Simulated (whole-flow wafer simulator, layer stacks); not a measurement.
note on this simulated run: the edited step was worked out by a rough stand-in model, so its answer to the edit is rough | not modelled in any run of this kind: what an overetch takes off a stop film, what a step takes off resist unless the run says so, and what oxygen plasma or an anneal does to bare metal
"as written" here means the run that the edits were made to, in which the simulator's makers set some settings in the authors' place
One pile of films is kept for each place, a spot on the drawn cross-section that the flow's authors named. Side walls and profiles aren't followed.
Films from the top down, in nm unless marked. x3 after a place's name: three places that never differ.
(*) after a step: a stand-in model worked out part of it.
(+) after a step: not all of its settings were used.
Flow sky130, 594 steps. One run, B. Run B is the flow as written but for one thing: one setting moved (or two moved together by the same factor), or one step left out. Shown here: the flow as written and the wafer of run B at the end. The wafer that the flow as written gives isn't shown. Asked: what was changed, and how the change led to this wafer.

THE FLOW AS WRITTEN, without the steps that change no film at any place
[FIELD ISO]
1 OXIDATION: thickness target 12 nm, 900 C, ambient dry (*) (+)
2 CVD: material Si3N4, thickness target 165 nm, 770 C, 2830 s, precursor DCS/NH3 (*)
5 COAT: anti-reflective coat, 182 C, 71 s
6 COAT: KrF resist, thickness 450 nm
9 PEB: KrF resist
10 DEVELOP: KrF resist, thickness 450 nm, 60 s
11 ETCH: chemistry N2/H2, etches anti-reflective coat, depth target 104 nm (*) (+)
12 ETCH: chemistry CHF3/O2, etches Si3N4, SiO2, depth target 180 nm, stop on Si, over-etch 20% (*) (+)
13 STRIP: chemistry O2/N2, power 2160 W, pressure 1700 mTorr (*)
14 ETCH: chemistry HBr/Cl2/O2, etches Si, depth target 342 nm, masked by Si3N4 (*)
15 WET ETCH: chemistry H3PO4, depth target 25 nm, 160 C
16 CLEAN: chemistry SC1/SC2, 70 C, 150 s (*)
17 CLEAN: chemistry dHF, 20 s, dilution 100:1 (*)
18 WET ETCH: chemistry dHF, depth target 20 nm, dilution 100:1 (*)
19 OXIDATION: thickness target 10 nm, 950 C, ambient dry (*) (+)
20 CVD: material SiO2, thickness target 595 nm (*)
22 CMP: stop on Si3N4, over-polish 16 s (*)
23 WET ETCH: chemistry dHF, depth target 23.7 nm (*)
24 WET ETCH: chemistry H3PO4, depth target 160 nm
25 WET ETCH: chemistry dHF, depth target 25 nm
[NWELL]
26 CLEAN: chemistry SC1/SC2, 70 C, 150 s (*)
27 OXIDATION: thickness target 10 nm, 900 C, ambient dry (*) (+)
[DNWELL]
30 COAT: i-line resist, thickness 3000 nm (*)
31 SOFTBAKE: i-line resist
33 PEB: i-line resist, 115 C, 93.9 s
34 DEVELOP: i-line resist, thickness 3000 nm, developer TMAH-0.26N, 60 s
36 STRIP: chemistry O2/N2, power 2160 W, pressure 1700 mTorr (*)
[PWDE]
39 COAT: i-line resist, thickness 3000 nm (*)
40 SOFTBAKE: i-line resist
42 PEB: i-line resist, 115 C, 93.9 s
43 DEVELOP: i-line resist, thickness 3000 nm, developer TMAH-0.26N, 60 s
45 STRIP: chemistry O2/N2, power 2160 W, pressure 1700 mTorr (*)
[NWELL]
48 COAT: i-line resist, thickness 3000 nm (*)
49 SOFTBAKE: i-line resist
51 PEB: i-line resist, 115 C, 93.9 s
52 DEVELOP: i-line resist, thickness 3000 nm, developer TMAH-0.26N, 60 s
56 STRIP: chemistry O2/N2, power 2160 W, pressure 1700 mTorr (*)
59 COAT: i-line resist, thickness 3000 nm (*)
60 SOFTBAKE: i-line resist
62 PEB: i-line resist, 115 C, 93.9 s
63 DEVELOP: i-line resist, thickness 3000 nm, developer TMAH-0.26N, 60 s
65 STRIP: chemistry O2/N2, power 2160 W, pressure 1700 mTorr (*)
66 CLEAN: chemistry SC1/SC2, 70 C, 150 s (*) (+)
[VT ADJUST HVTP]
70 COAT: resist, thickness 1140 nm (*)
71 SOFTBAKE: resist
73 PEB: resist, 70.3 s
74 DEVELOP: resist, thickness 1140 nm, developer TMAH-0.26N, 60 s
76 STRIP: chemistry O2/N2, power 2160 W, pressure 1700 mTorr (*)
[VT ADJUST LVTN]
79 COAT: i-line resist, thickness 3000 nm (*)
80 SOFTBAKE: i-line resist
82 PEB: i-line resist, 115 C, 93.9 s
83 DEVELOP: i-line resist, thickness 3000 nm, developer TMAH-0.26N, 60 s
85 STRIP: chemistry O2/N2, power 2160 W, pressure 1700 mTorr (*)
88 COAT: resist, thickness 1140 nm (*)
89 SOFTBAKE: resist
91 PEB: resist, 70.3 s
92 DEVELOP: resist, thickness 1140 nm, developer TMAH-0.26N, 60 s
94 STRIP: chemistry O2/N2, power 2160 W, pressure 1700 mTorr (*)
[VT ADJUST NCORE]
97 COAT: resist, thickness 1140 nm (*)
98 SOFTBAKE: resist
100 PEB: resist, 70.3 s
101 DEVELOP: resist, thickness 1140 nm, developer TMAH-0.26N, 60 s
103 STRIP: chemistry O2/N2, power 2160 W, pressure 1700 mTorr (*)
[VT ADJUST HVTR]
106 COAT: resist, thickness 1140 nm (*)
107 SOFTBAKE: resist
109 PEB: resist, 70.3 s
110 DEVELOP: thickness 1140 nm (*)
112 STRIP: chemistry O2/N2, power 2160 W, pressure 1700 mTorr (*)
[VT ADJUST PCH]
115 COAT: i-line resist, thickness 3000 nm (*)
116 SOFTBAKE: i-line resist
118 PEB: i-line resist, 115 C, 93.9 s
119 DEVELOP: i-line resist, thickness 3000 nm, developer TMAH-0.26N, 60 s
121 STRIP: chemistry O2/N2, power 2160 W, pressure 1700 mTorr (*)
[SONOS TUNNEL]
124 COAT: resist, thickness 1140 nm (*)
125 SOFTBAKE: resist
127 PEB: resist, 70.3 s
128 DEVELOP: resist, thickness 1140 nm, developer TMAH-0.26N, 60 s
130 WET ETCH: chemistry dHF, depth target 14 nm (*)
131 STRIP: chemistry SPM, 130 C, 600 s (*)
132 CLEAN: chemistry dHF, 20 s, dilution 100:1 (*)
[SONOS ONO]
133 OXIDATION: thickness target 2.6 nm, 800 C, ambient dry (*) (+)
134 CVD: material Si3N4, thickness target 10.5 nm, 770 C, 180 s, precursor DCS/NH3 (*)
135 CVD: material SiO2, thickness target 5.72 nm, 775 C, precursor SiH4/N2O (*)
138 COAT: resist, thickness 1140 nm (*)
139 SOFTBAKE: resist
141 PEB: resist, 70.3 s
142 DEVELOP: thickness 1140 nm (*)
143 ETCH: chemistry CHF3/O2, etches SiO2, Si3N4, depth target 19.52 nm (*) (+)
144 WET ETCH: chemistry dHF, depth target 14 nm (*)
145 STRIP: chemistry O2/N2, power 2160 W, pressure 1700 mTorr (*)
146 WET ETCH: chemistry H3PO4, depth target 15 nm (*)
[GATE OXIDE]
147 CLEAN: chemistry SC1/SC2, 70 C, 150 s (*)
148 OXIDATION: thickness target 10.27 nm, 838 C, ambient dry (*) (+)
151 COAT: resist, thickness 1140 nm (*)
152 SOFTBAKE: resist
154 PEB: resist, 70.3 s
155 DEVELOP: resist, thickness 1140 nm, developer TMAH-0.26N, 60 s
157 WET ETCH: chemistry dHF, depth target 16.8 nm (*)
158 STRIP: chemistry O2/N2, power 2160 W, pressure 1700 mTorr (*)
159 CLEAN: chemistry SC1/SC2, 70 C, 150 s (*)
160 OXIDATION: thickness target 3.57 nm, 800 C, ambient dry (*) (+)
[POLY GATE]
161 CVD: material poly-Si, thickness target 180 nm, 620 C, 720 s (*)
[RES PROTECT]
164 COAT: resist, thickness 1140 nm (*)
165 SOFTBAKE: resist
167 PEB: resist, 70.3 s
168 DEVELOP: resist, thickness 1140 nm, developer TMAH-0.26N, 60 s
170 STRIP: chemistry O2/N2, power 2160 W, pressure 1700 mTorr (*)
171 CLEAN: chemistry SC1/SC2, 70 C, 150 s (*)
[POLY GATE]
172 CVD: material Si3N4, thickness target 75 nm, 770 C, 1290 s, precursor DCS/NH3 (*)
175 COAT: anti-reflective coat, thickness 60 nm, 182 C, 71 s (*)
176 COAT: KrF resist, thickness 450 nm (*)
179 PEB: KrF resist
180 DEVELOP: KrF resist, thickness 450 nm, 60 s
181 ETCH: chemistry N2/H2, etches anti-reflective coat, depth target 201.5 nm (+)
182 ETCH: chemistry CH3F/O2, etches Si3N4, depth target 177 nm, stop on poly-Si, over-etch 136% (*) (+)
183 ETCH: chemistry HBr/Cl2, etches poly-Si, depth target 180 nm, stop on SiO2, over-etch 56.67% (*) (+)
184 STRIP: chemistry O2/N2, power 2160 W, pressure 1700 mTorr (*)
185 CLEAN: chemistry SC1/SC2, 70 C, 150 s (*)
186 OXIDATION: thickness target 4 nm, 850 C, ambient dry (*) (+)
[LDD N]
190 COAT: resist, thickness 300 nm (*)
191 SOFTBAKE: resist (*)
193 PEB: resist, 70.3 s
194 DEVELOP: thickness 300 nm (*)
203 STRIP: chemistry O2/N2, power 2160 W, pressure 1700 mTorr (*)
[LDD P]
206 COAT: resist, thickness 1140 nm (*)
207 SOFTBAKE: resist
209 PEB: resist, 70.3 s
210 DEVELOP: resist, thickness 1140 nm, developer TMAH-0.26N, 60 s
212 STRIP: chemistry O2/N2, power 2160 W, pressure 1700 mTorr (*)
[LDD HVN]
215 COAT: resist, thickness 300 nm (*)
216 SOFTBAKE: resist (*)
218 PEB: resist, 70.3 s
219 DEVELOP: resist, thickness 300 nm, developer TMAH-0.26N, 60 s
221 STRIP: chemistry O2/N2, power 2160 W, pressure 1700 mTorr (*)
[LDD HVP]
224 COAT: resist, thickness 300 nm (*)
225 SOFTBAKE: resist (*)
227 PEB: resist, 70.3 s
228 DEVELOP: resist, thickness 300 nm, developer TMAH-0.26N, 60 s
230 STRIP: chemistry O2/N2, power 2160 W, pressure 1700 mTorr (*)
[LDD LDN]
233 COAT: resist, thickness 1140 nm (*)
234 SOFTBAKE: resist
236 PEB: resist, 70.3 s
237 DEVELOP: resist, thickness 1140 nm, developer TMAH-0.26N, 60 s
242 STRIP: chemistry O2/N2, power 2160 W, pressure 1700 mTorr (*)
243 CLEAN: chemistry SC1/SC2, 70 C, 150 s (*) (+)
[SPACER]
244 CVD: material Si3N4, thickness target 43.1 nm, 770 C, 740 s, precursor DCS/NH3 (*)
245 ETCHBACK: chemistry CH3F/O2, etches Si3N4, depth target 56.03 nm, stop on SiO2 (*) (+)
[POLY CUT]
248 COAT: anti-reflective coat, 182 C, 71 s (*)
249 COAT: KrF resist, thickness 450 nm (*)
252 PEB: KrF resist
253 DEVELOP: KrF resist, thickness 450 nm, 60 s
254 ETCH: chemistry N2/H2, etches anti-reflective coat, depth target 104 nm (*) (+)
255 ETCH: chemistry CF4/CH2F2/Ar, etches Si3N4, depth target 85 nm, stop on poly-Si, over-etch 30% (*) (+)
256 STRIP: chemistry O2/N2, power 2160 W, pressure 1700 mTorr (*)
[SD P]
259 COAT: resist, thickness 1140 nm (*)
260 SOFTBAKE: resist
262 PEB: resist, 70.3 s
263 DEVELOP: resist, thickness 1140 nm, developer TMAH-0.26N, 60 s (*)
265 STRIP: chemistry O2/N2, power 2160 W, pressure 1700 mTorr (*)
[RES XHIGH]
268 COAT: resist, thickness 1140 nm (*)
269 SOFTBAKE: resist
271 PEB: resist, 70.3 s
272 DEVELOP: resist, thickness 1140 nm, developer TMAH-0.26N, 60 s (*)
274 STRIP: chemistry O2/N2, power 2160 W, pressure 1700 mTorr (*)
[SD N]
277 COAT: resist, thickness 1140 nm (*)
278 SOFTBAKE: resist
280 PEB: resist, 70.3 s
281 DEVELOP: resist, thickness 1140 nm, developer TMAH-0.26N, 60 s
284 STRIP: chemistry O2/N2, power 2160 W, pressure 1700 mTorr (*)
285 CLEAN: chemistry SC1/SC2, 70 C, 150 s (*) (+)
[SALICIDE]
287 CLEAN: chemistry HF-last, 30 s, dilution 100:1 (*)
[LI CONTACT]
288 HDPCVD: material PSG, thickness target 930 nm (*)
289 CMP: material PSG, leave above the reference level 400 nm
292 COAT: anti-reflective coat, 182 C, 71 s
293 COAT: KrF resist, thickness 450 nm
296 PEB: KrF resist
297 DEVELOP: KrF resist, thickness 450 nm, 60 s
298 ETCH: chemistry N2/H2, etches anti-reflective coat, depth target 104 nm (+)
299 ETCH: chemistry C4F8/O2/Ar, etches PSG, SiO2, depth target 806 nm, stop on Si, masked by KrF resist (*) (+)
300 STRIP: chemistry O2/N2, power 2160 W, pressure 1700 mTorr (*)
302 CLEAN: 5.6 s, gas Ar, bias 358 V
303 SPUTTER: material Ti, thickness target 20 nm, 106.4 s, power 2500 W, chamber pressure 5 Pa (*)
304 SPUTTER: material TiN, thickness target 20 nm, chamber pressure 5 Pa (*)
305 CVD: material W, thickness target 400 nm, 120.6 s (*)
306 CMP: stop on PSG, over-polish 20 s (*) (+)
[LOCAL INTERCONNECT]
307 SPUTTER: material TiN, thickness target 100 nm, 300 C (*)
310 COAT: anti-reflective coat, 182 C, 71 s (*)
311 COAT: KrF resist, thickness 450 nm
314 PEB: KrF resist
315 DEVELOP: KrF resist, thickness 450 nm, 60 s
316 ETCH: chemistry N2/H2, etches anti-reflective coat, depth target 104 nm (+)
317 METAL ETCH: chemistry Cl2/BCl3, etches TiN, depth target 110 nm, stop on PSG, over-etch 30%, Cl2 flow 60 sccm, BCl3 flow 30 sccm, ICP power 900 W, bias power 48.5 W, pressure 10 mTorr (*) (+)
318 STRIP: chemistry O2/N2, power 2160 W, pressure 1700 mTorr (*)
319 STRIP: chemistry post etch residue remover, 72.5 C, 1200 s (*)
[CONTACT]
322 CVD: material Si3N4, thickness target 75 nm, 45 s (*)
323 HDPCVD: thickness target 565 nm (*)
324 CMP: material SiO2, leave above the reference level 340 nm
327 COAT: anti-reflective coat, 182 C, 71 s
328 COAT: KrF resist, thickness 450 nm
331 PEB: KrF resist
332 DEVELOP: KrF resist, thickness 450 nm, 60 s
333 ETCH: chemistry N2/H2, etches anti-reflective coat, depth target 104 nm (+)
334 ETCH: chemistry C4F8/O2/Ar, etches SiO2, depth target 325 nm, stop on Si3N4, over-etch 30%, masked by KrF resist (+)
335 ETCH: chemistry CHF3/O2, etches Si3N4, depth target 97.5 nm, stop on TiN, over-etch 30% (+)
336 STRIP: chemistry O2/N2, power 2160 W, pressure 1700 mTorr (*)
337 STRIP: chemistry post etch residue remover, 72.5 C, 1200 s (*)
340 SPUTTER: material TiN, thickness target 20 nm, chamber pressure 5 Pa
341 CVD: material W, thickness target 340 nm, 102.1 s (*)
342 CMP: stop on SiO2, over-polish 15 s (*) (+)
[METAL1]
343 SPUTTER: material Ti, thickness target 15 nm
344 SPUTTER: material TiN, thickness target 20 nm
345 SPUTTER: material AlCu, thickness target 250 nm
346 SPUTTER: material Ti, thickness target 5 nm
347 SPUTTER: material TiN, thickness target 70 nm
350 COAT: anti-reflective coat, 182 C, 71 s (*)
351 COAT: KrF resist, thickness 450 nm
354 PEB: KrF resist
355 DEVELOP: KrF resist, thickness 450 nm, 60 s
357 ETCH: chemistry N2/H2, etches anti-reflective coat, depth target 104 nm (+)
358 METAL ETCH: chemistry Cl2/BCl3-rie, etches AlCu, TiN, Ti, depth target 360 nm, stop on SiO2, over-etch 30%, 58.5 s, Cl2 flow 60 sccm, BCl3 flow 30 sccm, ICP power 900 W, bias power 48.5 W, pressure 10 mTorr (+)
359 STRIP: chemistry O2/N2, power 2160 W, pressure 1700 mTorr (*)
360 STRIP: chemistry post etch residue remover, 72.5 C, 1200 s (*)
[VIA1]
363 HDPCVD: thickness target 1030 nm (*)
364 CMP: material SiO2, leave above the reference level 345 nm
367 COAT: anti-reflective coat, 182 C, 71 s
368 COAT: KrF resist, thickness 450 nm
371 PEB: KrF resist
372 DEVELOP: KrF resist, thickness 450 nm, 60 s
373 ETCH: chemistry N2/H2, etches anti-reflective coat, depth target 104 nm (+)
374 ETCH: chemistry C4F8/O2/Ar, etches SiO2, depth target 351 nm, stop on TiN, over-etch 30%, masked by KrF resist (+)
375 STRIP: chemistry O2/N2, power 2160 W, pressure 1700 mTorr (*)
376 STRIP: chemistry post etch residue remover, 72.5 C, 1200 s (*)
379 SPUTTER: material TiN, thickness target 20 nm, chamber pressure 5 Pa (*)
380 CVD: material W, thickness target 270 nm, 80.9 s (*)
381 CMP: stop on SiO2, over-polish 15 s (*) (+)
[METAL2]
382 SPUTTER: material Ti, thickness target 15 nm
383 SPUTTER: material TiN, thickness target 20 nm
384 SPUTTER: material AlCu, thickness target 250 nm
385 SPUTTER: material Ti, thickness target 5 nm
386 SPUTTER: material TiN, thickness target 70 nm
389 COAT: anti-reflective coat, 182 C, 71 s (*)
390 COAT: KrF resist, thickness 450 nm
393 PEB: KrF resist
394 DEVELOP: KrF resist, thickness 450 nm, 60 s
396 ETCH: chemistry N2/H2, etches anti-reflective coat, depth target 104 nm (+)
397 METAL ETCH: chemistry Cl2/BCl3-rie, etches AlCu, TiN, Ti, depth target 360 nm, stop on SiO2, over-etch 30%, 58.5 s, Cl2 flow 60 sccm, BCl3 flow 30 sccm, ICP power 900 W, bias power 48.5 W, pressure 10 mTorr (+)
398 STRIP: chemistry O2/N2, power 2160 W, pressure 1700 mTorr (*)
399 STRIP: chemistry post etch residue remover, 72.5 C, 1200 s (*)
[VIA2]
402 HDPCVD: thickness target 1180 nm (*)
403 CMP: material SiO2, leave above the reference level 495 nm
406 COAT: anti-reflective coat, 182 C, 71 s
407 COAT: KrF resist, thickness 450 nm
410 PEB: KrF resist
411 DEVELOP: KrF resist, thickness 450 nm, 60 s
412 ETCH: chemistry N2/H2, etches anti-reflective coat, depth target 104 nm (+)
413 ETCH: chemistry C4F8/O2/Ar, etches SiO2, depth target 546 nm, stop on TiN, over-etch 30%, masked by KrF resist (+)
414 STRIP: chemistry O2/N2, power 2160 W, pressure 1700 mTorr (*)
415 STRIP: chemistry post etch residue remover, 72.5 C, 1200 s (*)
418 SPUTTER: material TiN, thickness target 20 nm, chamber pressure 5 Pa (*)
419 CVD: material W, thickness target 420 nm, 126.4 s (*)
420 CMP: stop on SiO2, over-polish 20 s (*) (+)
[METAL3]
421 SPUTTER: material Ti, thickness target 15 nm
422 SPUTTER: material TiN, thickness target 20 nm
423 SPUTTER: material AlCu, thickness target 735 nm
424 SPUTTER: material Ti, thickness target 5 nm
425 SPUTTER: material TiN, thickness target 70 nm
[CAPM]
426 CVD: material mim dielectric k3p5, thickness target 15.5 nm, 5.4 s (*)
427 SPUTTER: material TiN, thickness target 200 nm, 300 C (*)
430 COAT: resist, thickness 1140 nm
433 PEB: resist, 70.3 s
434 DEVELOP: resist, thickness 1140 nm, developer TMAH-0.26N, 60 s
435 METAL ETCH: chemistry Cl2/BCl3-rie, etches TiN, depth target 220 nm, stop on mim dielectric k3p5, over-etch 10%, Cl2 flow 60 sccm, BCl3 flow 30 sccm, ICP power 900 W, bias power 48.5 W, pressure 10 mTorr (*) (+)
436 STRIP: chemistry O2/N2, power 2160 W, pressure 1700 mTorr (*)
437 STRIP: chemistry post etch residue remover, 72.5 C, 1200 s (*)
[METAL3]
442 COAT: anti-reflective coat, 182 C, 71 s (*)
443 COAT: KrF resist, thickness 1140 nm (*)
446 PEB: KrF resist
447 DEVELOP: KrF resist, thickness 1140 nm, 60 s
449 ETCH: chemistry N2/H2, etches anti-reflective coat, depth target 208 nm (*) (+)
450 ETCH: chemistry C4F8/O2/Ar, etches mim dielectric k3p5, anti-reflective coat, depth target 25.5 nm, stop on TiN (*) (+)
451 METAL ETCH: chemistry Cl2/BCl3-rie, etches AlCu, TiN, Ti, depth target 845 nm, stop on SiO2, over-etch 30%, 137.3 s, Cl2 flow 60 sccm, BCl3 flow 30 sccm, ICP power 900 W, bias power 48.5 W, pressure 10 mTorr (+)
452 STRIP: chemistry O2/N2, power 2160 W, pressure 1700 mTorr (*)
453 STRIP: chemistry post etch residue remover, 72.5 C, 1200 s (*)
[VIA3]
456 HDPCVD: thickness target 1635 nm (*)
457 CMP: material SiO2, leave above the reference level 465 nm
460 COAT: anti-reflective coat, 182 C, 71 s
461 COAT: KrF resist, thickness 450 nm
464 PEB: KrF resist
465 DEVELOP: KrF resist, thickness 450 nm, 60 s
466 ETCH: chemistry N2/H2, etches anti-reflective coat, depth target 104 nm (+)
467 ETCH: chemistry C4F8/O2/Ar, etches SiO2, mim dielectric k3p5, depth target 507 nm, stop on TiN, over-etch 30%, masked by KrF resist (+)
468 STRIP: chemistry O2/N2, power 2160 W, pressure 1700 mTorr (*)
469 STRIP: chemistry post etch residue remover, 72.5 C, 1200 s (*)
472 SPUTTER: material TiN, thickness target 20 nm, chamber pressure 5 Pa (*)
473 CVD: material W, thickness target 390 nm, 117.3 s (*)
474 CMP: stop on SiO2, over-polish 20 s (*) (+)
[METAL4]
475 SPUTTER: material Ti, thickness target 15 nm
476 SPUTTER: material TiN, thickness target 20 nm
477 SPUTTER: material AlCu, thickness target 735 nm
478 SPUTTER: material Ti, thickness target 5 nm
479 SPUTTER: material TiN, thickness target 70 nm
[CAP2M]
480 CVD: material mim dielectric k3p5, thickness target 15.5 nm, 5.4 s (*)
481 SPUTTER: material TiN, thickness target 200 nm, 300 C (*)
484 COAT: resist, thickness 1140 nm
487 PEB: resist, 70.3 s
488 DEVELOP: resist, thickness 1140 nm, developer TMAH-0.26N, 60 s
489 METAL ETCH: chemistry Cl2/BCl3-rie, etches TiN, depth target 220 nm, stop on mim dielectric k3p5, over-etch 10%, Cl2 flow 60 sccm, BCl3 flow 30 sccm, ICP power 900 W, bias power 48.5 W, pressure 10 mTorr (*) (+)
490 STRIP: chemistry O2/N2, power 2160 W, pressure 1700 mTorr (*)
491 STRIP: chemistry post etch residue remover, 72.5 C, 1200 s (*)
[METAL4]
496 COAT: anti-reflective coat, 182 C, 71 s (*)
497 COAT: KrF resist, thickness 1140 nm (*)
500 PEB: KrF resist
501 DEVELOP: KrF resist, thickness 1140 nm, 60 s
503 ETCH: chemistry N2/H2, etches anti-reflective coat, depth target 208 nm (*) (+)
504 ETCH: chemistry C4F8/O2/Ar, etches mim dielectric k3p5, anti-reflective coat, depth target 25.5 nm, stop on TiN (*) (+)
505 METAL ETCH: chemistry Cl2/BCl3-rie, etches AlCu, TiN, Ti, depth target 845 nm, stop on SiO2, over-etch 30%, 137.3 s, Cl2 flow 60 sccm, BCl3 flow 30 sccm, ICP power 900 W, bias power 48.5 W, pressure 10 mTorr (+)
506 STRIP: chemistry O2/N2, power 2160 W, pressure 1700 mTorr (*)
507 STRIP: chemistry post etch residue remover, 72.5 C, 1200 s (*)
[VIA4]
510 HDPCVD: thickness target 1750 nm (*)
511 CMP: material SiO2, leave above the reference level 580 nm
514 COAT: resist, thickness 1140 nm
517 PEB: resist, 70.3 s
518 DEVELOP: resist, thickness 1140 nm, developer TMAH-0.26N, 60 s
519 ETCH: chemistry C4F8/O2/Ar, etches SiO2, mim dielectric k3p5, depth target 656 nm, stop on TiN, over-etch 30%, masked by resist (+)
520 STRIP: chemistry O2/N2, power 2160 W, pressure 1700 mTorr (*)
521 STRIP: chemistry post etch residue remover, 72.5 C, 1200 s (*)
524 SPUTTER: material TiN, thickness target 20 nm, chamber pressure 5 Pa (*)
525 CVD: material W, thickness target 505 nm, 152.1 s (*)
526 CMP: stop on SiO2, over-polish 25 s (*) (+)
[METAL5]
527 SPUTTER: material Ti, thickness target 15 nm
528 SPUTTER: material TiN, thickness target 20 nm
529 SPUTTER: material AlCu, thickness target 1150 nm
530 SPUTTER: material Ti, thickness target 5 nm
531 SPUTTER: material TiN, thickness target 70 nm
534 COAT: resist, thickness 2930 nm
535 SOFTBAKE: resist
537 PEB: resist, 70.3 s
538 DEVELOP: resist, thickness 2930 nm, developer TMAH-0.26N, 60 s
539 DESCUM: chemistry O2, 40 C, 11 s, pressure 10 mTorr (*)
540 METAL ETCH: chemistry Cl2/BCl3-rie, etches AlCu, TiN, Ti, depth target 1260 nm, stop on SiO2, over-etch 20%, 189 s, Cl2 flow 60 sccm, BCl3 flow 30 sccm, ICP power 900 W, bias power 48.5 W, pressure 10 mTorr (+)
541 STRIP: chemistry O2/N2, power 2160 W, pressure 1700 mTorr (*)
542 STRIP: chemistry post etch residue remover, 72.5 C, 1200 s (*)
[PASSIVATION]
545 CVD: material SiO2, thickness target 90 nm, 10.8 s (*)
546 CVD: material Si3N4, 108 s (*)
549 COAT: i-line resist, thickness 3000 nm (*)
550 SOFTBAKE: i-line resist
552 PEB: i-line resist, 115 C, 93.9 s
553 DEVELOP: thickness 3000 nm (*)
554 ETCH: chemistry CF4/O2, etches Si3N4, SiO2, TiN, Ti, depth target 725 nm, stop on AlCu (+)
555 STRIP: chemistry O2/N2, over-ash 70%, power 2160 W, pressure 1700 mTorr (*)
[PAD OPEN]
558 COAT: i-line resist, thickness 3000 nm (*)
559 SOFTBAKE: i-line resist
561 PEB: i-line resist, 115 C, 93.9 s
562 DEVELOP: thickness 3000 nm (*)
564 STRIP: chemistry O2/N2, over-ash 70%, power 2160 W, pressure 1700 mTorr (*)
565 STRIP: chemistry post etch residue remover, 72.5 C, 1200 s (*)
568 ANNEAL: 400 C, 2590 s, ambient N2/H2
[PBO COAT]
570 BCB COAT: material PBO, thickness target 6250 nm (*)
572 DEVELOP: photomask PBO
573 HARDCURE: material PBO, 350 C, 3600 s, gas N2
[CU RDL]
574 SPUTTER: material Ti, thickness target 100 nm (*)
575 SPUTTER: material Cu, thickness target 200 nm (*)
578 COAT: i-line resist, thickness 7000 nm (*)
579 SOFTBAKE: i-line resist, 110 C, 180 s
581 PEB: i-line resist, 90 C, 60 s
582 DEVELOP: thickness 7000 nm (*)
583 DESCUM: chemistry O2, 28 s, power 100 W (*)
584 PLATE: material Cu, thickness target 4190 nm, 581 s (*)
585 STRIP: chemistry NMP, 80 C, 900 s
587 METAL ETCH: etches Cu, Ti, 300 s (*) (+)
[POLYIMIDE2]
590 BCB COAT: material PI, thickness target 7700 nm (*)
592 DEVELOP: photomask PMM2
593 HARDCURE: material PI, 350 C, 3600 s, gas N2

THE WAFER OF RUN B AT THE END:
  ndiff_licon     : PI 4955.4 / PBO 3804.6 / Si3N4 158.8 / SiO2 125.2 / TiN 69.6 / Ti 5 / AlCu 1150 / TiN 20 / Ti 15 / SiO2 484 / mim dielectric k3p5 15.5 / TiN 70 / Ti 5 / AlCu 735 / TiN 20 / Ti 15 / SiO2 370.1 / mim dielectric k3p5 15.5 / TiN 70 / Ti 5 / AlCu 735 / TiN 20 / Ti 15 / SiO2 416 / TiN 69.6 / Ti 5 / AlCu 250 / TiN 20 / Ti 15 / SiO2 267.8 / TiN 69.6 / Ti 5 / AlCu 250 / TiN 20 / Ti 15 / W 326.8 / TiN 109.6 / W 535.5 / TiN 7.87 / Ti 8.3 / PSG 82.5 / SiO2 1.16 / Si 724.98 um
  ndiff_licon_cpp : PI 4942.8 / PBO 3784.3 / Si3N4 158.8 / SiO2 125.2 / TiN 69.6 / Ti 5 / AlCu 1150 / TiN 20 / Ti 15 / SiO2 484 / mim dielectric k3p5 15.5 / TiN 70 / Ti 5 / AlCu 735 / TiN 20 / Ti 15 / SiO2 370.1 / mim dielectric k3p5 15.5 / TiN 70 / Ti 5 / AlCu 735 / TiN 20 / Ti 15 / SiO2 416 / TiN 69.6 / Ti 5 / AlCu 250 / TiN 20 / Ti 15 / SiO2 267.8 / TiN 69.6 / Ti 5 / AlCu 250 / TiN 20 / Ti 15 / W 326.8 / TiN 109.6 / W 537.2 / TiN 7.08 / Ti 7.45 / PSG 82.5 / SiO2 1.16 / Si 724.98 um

The cause: step 299, ETCH: depth target 556 nm was run, where the flow has depth target 806 nm.

How the change led to this, step by step:
  299 ETCH: chemistry C4F8/O2/Ar, etches PSG, SiO2, depth target 806 nm, stop on Si, masked by KrF resist (*) (+)
      contact, ndiff_licon, ndiff_licon_cpp: PSG -556 (as written it would be: PSG -643.6 (all of it), SiO2 -1.16 (all of it))
      field, active, n_well and 184 more: KrF resist -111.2 (as written it would be: KrF resist -161.2)
  300 STRIP: chemistry O2/N2, power 2160 W, pressure 1700 mTorr (*)
      contact, ndiff_licon, ndiff_licon_cpp: nothing (as written it would be: chemical SiO2 +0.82 (new film), Si -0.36)
      field, active, n_well and 184 more: KrF resist -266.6 (all of it), anti-reflective coat -80 (all of it) (as written it would be: KrF resist -216.6 (all of it), anti-reflective coat -80 (all of it))
  302 CLEAN: 5.6 s, gas Ar, bias 358 V
      contact, ndiff_licon, ndiff_licon_cpp: PSG -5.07 (as written it would be: chemical SiO2 -0.82 (all of it))
  303 SPUTTER: material Ti, thickness target 20 nm, 106.4 s, power 2500 W, chamber pressure 5 Pa (*)
      ndiff_licon: Ti +8.3 (new film) (as written it would be: Ti +7.24 (new film))
      ndiff_licon_cpp: Ti +7.45 (new film) (as written it would be: Ti +6.53 (new film))
  304 SPUTTER: material TiN, thickness target 20 nm, chamber pressure 5 Pa (*)
      ndiff_licon: TiN +7.87 (new film) (as written it would be: TiN +6.83 (new film))
      ndiff_licon_cpp: TiN +7.08 (new film) (as written it would be: TiN +6.17 (new film))
  305 CVD: material W, thickness target 400 nm, 120.6 s (*)
      ndiff_licon: W +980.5 (new film) (as written it would be: W +1066.5 (new film))
      ndiff_licon_cpp: W +982.1 (new film) (as written it would be: W +1067.9 (new film))
  568 ANNEAL: 400 C, 2590 s, ambient N2/H2
      ndiff_licon, ndiff_licon_cpp: nothing (as written it would be: under 37 films: void +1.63 (new film), Ti -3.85, TiSi first +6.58 (new film), Si -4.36)
Counting metal films that touch as one body, ndiff_licon has 5 bodies (between them, from the top down: SiO2 484 / mim dielectric k3p5 15.5; SiO2 370.1 / mim dielectric k3p5 15.5; SiO2 416; SiO2 267.8); the flow as written gives 6 bodies (between them, from the top down: SiO2 484 / mim dielectric k3p5 15.5; SiO2 370.1 / mim dielectric k3p5 15.5; SiO2 416; SiO2 267.8; void 1.78).
Counting metal films that touch as one body, ndiff_licon_cpp has 5 bodies (between them, from the top down: SiO2 484 / mim dielectric k3p5 15.5; SiO2 370.1 / mim dielectric k3p5 15.5; SiO2 416; SiO2 267.8); the flow as written gives 6 bodies (between them, from the top down: SiO2 484 / mim dielectric k3p5 15.5; SiO2 370.1 / mim dielectric k3p5 15.5; SiO2 416; SiO2 267.8; void 1.78).
